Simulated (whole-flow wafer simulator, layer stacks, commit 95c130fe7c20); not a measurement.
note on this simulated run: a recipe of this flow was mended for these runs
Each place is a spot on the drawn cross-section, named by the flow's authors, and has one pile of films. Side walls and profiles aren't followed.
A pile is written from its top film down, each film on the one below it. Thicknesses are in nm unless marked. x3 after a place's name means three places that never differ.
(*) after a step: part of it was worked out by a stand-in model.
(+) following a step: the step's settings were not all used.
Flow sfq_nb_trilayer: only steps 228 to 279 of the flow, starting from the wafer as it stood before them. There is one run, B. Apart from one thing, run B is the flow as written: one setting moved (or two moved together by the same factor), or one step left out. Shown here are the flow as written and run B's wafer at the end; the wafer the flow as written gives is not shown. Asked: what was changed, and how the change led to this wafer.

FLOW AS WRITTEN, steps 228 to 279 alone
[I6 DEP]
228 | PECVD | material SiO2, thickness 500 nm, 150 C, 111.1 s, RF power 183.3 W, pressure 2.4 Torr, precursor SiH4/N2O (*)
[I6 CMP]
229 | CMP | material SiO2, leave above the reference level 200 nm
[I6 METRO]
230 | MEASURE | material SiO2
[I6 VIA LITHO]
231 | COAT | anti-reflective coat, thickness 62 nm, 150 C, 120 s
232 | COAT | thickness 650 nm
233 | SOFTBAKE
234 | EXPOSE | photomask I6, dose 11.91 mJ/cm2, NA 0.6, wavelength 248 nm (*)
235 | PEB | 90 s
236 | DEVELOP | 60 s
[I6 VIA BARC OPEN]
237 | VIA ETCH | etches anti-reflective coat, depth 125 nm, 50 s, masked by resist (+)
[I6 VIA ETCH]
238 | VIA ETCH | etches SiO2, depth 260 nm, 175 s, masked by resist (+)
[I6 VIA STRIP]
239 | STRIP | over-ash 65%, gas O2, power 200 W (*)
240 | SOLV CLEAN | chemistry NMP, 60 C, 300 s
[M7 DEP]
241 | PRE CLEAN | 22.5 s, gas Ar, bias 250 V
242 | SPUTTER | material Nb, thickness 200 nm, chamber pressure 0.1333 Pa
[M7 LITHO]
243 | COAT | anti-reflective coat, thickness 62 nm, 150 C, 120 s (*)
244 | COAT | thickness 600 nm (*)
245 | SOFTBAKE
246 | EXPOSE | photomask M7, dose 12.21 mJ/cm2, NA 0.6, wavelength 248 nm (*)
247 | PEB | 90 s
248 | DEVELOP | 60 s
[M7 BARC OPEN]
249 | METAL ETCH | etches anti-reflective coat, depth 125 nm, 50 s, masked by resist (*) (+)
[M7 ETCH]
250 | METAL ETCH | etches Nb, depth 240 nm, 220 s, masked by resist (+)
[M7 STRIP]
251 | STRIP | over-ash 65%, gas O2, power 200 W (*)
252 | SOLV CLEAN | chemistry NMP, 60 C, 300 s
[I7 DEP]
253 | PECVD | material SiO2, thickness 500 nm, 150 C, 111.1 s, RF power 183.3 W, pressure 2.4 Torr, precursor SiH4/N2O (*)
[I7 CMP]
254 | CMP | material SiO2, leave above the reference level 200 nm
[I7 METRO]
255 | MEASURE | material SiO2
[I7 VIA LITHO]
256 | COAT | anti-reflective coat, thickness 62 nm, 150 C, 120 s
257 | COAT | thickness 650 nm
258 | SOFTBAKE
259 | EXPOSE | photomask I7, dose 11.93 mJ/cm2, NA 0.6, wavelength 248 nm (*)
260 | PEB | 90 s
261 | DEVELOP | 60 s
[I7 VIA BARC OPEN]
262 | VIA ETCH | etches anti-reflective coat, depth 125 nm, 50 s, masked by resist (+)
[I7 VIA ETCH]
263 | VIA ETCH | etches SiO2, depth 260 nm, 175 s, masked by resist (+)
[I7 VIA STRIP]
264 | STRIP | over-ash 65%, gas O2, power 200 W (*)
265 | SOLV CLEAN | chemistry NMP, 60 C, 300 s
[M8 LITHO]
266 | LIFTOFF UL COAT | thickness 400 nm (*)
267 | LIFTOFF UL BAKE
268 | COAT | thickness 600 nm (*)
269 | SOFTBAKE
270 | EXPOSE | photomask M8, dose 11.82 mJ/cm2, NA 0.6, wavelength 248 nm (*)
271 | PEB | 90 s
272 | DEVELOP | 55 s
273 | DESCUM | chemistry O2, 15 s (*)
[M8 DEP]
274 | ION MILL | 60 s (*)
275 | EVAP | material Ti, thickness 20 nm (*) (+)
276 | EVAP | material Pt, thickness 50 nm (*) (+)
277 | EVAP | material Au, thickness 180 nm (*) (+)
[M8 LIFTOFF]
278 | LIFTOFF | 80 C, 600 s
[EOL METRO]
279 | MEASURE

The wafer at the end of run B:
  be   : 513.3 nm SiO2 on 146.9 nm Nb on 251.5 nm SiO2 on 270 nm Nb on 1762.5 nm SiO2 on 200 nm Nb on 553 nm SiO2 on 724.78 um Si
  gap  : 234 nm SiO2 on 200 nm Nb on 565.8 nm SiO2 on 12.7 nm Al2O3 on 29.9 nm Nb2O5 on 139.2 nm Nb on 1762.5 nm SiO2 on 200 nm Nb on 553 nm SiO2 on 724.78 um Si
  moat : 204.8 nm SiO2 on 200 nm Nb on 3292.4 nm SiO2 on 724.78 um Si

The reason: step 228, PECVD: RF power 128.3 W was run, though the flow has RF power 183.3 W.

The path from the change to this, step by step:
  228 | PECVD | material SiO2, thickness 500 nm, 150 C, 111.1 s, RF power 183.3 W, pressure 2.4 Torr, precursor SiH4/N2O (*)
      field_l, p4_fl, p4_fm and 62 more: SiO2 gains 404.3 (in the flow as written it would be: SiO2 gains 500)
      v_sur, via_wl, via_w and 21 more: SiO2 gains 404.3 (new film) (in the flow as written it would be: SiO2 gains 500 (new film))
      (also at 17 further places)
  229 | CMP | material SiO2, leave above the reference level 200 nm
      moat, field_r, lsp_l, ln_m5, lsp_m: nothing (in the flow as written it would be: SiO2 loses 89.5)
      lsp_r, l0_sur, l0v: nothing (in the flow as written it would be: SiO2 loses 87.7)
      (also at 98 further places)
  231 | COAT | anti-reflective coat, thickness 62 nm, 150 C, 120 s
      via_sp: anti-reflective coat gains 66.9 (new film) (in the flow as written it would be: anti-reflective coat gains 62 (new film))
      via_v: anti-reflective coat gains 70.7 (new film) (in the flow as written it would be: anti-reflective coat gains 62 (new film))
      (also at 12 further places)
  232 | COAT | thickness 650 nm
      via_v: KrF-resist-other-grade gains 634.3 (new film) (in the flow as written it would be: KrF-resist-other-grade gains 650 (new film))
      be: KrF-resist-other-grade gains 780.2 (new film) (in the flow as written it would be: KrF-resist-other-grade gains 650 (new film))
  236 | DEVELOP | 60 s
      via_v: KrF-resist-other-grade loses 633 (all of it) (in the flow as written it would be: KrF-resist-other-grade loses 648.6 (all of it))
  237 | VIA ETCH | etches anti-reflective coat, depth 125 nm, 50 s, masked by resist (+)
      via_v: anti-reflective coat loses 70.7 (all of it), SiO2 loses 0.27 (in the flow as written it would be: anti-reflective coat loses 62 (all of it), SiO2 loses 0.31)
  239 | STRIP | over-ash 65%, gas O2, power 200 W (*)
      via_sp: KrF-resist-other-grade loses 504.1 (all of it), anti-reflective coat loses 66.9 (all of it) (in the flow as written it would be: KrF-resist-other-grade loses 510.8 (all of it), anti-reflective coat loses 62 (all of it))
      wire: KrF-resist-other-grade loses 512.9 (all of it), anti-reflective coat loses 40.1 (all of it) (in the flow as written it would be: KrF-resist-other-grade loses 510.8 (all of it), anti-reflective coat loses 62 (all of it))
      (also at 11 further places)
  242 | SPUTTER | material Nb, thickness 200 nm, chamber pressure 0.1333 Pa
      be: Nb gains 146.9 (new film) (in the flow as written it would be: Nb gains 200 (new film))
  243 | COAT | anti-reflective coat, thickness 62 nm, 150 C, 120 s (*)
      wire: anti-reflective coat gains 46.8 (new film) (in the flow as written it would be: anti-reflective coat gains 34.5 (new film))
      be: anti-reflective coat gains 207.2 (new film) (in the flow as written it would be: anti-reflective coat gains 68.4 (new film))
      (also at 8 further places)
  244 | COAT | thickness 600 nm (*)
      wire: KrF-resist-other-grade gains 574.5 (new film) (in the flow as written it would be: KrF-resist-other-grade gains 604.2 (new film))
      be: KrF-resist-other-grade gains 726.2 (new film) (in the flow as written it would be: KrF-resist-other-grade gains 585.4 (new film))
  249 | METAL ETCH | etches anti-reflective coat, depth 125 nm, 50 s, masked by resist (*) (+)
      l0v: anti-reflective coat loses 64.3 (all of it) (in the flow as written it would be: anti-reflective coat loses 62.3 (all of it))
  251 | STRIP | over-ash 65%, gas O2, power 200 W (*)
      wire: KrF-resist-other-grade loses 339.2 (all of it), anti-reflective coat loses 46.8 (all of it) (in the flow as written it would be: KrF-resist-other-grade loses 368.8 (all of it), anti-reflective coat loses 34.5 (all of it))
      be: KrF-resist-other-grade loses 490.5 (all of it), anti-reflective coat loses 207.2 (all of it) (in the flow as written it would be: KrF-resist-other-grade loses 350 (all of it), anti-reflective coat loses 68.4 (all of it))
      (also at 8 further places)
  253 | PECVD | material SiO2, thickness 500 nm, 150 C, 111.1 s, RF power 183.3 W, pressure 2.4 Torr, precursor SiH4/N2O (*)
      be: SiO2 gains 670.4 (new film) (in the flow as written it would be: SiO2 gains 500 (new film))
  254 | CMP | material SiO2, leave above the reference level 200 nm
      field_r, lsp_l: SiO2 loses 68.4 (in the flow as written it would be: SiO2 loses 73.2)
      l0_sur, l0v: SiO2 loses 77.4 (in the flow as written it would be: SiO2 loses 83.6)
      (also at 3 further places)
